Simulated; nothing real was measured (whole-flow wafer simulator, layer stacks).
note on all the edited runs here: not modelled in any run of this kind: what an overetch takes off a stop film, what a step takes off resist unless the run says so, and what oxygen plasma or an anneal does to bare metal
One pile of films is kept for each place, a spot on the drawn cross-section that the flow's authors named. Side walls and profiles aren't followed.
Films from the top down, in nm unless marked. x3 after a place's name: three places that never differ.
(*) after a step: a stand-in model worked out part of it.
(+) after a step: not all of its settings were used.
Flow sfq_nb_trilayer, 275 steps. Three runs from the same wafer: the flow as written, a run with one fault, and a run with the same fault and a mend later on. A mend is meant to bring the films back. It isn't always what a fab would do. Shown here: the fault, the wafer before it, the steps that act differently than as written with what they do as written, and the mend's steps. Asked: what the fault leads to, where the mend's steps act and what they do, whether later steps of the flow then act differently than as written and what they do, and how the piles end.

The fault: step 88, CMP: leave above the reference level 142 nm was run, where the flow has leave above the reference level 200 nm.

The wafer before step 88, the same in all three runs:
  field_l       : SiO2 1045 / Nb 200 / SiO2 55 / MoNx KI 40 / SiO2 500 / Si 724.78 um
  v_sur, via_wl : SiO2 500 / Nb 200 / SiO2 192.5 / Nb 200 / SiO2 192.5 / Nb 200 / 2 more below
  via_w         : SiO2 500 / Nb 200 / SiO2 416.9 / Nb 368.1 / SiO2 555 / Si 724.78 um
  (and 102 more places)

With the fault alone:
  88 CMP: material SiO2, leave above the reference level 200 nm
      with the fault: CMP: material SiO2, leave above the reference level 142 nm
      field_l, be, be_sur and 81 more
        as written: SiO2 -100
        with the fault: SiO2 -158
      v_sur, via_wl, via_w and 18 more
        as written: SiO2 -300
        with the fault: SiO2 -358
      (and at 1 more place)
  Later steps of the flow that act differently than as written (4 more steps differ only slightly, by at most 2% or 0.5 nm, whichever is larger, and aren't shown):
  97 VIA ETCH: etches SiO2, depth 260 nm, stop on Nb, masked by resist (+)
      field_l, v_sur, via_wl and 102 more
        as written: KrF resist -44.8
        with the fault: KrF resist -36.7
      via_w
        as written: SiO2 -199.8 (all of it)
        with the fault: SiO2 -141.8 (all of it)
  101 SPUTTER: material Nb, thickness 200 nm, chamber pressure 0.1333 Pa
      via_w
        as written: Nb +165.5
        with the fault: Nb +178.3
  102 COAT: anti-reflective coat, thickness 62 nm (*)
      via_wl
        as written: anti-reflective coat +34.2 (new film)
        with the fault: anti-reflective coat +36.1 (new film)
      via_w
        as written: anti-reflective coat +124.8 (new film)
        with the fault: anti-reflective coat +111 (new film)
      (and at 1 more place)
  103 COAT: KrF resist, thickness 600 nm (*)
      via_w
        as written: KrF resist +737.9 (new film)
        with the fault: KrF resist +690.1 (new film)
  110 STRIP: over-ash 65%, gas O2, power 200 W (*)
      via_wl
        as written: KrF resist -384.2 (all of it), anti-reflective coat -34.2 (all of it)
        with the fault: KrF resist -389.4 (all of it), anti-reflective coat -36.1 (all of it)
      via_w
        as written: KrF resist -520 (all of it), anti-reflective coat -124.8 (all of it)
        with the fault: KrF resist -472.3 (all of it), anti-reflective coat -111 (all of it)
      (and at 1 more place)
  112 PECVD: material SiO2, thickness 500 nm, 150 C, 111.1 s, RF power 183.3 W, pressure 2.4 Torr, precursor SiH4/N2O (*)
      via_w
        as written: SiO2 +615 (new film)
        with the fault: SiO2 +519.7 (new film)
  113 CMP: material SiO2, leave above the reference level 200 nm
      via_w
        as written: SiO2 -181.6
        with the fault: SiO2 -157.1
  At the end the piles differ from the flow's by more than 2% or 0.5 nm, whichever is larger, at v_sur, via_wl, via_w and 86 more.
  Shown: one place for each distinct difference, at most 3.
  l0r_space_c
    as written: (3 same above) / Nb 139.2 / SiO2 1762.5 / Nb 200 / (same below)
    with the fault: (3 same above) / Nb 139.2 / SiO2 1704.5 / Nb 200 / (same below)
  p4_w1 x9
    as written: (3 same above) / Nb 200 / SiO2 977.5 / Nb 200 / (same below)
    with the fault: (3 same above) / Nb 200 / SiO2 919.5 / Nb 200 / (same below)
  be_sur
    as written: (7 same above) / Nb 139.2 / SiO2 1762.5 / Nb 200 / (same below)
    with the fault: (7 same above) / Nb 139.2 / SiO2 1704.5 / Nb 200 / (same below)

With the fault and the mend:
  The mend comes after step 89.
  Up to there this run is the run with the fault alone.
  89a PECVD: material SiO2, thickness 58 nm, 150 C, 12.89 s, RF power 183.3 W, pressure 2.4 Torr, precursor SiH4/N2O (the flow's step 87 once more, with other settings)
      field_l, v_sur, via_wl and 103 more
        SiO2 +58
  No later step of the flow acts differently than as written, at any place that is followed, by more than 2% or 0.5 nm, whichever is larger.
  At the end the piles are the same as the flow's at every place that both follow.
